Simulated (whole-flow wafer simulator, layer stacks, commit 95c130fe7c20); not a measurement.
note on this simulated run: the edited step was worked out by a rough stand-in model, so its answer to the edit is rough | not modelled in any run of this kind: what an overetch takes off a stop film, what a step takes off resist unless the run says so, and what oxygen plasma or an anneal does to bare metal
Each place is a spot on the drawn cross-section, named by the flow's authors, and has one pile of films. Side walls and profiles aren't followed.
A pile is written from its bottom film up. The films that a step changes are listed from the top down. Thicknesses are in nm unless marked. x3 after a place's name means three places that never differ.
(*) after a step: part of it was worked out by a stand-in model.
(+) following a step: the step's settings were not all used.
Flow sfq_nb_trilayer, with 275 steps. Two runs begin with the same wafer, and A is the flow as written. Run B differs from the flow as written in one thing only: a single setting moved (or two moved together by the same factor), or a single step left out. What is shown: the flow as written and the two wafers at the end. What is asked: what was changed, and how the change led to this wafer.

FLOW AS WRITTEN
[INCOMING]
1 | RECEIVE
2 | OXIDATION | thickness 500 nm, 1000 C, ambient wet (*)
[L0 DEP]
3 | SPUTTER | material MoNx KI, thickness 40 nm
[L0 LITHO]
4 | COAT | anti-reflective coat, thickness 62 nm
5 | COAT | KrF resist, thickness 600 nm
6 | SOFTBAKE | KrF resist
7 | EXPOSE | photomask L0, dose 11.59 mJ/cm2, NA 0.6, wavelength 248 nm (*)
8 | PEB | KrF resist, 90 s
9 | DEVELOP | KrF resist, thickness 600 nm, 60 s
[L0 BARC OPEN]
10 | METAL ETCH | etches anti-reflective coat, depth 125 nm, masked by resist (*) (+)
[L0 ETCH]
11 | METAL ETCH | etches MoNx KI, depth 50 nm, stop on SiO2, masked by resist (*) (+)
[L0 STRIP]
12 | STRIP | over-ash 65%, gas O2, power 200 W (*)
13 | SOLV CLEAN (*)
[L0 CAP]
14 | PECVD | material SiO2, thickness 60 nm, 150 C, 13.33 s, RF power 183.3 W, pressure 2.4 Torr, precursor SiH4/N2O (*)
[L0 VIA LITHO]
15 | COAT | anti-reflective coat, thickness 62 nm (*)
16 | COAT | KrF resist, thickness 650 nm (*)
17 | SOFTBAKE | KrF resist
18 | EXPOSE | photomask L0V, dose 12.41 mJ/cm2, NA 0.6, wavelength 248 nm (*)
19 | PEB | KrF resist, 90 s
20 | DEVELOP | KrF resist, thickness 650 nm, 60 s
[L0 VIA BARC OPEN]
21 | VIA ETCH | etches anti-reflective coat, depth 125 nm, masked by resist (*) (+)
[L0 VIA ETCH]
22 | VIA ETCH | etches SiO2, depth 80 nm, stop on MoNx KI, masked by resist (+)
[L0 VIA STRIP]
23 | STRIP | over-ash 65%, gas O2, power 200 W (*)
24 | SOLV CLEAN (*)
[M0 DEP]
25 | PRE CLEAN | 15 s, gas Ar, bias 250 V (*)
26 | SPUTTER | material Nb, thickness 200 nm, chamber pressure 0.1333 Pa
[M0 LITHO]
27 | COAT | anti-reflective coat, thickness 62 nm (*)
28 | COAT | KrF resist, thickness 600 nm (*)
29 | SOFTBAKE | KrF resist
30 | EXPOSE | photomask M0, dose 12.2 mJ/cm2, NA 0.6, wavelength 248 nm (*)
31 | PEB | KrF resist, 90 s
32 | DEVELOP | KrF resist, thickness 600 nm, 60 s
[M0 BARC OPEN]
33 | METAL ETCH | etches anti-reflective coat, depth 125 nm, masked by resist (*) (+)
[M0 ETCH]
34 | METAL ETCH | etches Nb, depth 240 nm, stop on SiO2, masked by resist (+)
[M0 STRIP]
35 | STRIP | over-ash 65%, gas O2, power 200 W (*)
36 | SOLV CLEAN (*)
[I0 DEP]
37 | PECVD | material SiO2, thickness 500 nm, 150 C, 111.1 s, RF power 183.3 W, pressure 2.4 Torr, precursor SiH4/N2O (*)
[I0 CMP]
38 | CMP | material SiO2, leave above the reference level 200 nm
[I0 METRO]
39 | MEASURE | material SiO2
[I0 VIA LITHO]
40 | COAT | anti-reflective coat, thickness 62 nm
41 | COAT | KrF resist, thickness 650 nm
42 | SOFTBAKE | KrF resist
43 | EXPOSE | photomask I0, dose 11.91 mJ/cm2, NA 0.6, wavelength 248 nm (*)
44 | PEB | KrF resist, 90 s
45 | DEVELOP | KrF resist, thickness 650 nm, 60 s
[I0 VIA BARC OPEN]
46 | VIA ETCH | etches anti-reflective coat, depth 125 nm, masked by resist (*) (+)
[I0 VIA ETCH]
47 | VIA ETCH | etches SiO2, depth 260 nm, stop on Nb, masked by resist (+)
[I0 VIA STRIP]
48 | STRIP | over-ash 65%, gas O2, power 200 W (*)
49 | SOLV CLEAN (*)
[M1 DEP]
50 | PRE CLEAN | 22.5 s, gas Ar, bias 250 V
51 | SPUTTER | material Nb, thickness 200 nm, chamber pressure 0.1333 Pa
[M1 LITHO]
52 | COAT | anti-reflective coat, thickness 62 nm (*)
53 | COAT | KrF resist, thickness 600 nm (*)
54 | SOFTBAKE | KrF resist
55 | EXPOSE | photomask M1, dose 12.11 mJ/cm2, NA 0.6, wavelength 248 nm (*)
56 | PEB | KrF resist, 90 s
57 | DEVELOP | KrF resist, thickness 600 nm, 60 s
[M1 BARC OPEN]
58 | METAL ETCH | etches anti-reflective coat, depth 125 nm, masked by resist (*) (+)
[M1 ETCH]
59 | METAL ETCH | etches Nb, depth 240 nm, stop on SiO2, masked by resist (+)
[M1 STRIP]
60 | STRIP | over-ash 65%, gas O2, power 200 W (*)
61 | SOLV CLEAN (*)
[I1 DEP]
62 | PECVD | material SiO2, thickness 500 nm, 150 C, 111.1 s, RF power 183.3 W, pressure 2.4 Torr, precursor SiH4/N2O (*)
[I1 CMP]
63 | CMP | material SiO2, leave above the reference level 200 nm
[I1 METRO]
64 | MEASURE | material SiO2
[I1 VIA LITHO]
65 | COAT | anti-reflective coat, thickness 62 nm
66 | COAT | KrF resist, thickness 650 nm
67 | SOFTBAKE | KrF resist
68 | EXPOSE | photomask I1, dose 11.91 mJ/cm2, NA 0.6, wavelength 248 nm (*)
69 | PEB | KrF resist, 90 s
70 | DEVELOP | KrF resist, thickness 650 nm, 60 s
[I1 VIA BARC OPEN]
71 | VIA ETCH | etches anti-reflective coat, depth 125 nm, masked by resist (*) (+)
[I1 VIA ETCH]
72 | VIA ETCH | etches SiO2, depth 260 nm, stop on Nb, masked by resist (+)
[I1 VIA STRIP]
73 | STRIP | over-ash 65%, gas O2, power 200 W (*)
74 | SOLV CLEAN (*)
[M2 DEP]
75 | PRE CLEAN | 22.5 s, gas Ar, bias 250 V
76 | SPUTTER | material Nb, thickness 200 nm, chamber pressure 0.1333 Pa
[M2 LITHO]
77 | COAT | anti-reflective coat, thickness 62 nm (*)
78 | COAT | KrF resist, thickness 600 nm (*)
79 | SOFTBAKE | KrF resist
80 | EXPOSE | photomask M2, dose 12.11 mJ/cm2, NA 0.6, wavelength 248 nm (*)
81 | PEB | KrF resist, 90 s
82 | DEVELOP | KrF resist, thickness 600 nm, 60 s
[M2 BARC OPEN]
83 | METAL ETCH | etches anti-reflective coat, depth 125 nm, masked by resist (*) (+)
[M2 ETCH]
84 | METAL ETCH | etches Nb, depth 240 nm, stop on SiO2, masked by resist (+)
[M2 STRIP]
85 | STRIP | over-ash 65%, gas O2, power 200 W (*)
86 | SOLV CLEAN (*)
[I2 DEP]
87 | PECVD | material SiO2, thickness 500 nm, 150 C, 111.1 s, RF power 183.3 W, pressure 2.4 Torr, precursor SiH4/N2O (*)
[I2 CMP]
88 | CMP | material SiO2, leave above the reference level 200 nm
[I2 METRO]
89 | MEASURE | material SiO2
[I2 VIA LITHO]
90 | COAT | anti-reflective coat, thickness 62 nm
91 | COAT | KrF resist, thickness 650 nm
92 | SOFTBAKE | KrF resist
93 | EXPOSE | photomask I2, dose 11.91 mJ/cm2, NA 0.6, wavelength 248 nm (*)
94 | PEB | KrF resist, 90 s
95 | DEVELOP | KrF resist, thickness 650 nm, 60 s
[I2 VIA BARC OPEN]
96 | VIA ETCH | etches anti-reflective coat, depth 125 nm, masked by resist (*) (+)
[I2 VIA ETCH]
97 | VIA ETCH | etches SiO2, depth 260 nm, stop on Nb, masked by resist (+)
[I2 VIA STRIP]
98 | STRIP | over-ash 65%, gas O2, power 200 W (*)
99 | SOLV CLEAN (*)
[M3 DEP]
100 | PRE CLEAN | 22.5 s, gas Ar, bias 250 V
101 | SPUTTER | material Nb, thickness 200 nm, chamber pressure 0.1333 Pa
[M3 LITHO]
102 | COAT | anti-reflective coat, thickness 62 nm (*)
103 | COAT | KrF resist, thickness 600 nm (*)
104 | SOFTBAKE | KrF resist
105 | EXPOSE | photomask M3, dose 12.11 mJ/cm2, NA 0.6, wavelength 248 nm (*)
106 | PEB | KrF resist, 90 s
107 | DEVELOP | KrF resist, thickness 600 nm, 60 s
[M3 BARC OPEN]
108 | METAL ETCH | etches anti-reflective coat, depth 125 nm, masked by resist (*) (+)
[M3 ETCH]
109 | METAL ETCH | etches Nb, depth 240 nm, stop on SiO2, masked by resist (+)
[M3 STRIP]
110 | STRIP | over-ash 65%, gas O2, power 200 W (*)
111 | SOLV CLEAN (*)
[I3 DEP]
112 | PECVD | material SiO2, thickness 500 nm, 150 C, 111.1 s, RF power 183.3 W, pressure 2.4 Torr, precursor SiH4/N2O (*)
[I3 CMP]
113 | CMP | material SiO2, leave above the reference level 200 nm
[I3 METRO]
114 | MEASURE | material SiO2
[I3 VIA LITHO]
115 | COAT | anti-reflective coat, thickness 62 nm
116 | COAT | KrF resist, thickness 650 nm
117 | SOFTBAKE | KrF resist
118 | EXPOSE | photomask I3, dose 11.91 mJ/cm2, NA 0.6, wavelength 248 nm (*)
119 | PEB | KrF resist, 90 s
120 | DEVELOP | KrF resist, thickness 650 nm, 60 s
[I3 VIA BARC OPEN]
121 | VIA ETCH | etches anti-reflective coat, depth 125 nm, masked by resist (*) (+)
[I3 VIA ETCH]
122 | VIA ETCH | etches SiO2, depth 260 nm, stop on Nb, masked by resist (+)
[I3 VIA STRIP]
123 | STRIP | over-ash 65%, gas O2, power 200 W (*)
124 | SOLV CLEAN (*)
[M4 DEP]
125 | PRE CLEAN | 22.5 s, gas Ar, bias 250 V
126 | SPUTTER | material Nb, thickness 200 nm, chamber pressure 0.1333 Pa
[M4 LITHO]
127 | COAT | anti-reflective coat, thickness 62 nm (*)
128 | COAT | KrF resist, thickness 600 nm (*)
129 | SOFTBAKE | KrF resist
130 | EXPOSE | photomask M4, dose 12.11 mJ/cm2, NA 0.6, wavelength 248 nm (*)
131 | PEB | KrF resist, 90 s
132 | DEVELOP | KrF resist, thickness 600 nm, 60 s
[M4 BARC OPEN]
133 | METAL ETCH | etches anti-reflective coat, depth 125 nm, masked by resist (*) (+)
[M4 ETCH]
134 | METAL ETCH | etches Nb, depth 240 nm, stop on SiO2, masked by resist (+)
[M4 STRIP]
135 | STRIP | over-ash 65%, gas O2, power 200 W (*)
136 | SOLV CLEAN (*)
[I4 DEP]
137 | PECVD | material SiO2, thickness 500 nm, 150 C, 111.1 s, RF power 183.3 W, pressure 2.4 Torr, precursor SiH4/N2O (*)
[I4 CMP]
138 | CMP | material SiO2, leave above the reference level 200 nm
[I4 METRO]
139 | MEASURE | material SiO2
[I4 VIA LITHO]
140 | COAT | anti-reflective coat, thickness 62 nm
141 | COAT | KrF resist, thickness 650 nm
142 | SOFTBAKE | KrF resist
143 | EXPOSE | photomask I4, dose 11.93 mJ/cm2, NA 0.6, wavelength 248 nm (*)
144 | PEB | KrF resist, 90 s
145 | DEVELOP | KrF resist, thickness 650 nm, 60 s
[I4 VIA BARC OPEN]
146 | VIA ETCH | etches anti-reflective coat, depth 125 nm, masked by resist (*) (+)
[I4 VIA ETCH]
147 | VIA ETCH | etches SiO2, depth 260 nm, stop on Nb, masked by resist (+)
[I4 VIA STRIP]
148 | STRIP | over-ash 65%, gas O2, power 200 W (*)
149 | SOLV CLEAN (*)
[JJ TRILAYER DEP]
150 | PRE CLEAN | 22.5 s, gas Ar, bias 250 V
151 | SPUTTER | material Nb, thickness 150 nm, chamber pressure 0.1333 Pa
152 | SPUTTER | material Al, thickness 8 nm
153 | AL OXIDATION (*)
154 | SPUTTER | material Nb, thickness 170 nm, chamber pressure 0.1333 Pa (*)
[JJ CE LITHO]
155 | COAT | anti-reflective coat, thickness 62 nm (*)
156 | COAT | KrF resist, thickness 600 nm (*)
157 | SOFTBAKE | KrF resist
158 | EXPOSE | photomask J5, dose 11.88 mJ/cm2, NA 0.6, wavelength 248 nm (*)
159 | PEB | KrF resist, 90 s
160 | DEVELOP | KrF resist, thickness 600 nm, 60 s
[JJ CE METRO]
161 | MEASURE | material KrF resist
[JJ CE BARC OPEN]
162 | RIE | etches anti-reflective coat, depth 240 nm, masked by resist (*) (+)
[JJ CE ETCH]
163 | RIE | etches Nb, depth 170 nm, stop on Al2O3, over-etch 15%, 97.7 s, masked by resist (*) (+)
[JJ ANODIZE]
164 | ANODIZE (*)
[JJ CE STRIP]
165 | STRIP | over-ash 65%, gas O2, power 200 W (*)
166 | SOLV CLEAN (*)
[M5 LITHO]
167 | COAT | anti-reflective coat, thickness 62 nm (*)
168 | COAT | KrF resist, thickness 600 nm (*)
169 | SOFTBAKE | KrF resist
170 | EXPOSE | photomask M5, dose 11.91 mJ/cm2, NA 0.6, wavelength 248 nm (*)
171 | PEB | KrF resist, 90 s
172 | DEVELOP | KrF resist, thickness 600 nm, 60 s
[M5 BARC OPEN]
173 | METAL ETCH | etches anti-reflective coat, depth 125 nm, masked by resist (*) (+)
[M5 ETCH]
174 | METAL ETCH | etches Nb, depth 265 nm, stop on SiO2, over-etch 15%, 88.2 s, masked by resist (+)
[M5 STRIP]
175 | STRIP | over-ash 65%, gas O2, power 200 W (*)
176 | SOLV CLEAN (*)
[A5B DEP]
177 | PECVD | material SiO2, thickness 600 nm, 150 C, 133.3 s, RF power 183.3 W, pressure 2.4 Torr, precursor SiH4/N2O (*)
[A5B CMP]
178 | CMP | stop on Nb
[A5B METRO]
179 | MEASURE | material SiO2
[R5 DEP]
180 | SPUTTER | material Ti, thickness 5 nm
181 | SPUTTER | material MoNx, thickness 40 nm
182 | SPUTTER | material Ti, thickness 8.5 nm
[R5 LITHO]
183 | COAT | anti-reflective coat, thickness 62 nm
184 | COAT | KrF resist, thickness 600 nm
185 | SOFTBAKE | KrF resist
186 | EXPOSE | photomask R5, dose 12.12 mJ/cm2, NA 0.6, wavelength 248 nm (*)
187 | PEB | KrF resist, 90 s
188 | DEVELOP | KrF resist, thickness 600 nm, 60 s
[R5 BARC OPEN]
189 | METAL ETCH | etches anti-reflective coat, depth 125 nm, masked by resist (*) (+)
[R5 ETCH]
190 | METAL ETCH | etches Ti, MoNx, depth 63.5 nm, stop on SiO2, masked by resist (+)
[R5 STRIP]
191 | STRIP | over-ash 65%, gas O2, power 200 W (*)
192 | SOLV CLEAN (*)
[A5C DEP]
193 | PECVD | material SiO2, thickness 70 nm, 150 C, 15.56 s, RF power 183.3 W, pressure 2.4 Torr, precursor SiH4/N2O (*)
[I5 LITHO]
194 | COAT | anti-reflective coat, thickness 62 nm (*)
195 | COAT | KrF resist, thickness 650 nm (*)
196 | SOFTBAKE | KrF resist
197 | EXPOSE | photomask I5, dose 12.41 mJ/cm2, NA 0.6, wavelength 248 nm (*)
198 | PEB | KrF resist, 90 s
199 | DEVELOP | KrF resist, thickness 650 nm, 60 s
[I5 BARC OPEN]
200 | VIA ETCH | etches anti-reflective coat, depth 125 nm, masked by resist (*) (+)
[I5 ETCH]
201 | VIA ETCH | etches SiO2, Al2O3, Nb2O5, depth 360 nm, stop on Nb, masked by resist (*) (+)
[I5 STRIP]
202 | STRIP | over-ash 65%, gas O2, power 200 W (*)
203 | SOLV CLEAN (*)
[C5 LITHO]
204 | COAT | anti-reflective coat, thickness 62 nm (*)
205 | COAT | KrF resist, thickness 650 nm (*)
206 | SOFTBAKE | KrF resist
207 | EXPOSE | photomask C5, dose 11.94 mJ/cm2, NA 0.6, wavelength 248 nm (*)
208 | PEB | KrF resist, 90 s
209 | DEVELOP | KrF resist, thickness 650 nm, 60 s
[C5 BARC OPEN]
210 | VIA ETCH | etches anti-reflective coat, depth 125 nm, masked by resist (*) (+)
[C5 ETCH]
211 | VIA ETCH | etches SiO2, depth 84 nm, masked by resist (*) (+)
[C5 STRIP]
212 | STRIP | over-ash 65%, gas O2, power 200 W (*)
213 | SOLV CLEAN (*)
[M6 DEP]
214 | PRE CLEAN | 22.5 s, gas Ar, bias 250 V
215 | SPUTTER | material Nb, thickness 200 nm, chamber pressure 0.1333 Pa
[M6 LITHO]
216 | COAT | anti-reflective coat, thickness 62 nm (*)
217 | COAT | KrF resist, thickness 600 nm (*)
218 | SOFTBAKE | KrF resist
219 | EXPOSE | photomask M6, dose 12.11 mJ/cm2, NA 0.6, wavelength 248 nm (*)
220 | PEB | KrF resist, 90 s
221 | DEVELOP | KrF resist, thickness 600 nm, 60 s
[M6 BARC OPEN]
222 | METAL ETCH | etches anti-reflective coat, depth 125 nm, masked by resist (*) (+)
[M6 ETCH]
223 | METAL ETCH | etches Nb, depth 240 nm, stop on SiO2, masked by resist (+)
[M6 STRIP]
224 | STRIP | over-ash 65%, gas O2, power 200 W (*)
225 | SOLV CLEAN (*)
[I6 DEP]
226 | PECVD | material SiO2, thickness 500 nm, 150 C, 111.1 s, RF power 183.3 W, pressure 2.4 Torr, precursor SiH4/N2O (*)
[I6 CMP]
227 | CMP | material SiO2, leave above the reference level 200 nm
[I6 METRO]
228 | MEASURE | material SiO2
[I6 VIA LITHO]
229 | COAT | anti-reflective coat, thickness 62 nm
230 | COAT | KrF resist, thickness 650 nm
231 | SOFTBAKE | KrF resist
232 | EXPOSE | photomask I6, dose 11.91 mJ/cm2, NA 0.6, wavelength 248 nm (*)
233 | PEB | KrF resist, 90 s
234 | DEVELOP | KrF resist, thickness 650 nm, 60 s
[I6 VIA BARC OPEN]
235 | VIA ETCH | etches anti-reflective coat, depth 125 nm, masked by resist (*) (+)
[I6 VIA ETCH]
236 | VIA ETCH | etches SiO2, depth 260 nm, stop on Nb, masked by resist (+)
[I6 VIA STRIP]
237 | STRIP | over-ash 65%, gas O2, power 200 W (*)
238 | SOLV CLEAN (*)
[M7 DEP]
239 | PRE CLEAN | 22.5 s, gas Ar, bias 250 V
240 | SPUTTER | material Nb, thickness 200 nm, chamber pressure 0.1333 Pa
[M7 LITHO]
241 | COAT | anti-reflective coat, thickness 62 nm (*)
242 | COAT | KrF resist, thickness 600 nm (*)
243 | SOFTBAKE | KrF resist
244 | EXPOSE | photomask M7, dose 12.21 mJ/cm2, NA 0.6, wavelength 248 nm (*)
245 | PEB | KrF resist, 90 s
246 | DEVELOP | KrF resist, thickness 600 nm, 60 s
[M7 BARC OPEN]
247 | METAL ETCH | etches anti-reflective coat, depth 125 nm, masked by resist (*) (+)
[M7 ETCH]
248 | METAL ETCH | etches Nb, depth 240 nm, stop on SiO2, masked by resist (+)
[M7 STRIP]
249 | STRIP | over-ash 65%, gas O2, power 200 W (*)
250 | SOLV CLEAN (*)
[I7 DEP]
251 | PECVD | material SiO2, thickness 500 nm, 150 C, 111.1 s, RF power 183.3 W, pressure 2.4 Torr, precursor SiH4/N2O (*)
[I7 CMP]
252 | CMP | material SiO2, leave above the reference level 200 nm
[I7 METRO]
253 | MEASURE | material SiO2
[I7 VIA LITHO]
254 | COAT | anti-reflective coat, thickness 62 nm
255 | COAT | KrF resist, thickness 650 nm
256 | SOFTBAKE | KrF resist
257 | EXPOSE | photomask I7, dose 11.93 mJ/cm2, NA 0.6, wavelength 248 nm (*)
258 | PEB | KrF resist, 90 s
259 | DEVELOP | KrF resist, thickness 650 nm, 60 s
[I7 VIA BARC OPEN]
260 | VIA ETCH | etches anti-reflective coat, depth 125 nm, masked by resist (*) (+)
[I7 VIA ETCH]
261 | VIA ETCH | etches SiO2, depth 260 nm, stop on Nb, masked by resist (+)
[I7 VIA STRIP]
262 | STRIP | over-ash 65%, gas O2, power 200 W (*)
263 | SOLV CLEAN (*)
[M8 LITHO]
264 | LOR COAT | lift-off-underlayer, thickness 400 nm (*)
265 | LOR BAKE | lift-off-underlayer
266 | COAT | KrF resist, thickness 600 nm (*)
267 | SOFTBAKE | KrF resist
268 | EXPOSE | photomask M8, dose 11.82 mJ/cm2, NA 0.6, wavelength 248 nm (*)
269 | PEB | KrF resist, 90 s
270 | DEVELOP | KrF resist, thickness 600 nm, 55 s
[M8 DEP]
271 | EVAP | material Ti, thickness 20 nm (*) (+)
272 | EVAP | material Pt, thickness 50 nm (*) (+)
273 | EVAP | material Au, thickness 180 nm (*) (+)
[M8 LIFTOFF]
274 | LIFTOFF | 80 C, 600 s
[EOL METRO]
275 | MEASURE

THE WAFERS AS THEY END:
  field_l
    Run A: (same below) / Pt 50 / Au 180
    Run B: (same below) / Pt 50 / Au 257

Cause: step 273, EVAP: thickness 257 nm was run, whereas the flow has thickness 180 nm.
One can read it off the wafer: field_l has Au 257, and step 273 as written asks for 180 nm.

The path from the change to this, step by step:
  273 | EVAP | material Au, thickness 180 nm (*) (+)
      field_l, v_sur, via_wl and 103 more: A +180 Au (new film) | B +257 Au (new film)
  274 | LIFTOFF | 80 C, 600 s
      p4_fl, p4_fm, p4_w1 and 71 more: A -180 Au (all of it), -50 Pt (all of it), -20 Ti (all of it), -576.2 KrF resist (all of it), -400 lift-off-underlayer (all of it) | B -257 Au (all of it), -50 Pt (all of it), -20 Ti (all of it), -576.2 KrF resist (all of it), -400 lift-off-underlayer (all of it)
      c5j, ce_r: A -180 Au (all of it), -50 Pt (all of it), -20 Ti (all of it), -573.3 KrF resist (all of it), -399.3 lift-off-underlayer (all of it) | B -257 Au (all of it), -50 Pt (all of it), -20 Ti (all of it), -573.3 KrF resist (all of it), -399.3 lift-off-underlayer (all of it)
      (as well as at 19 more places)
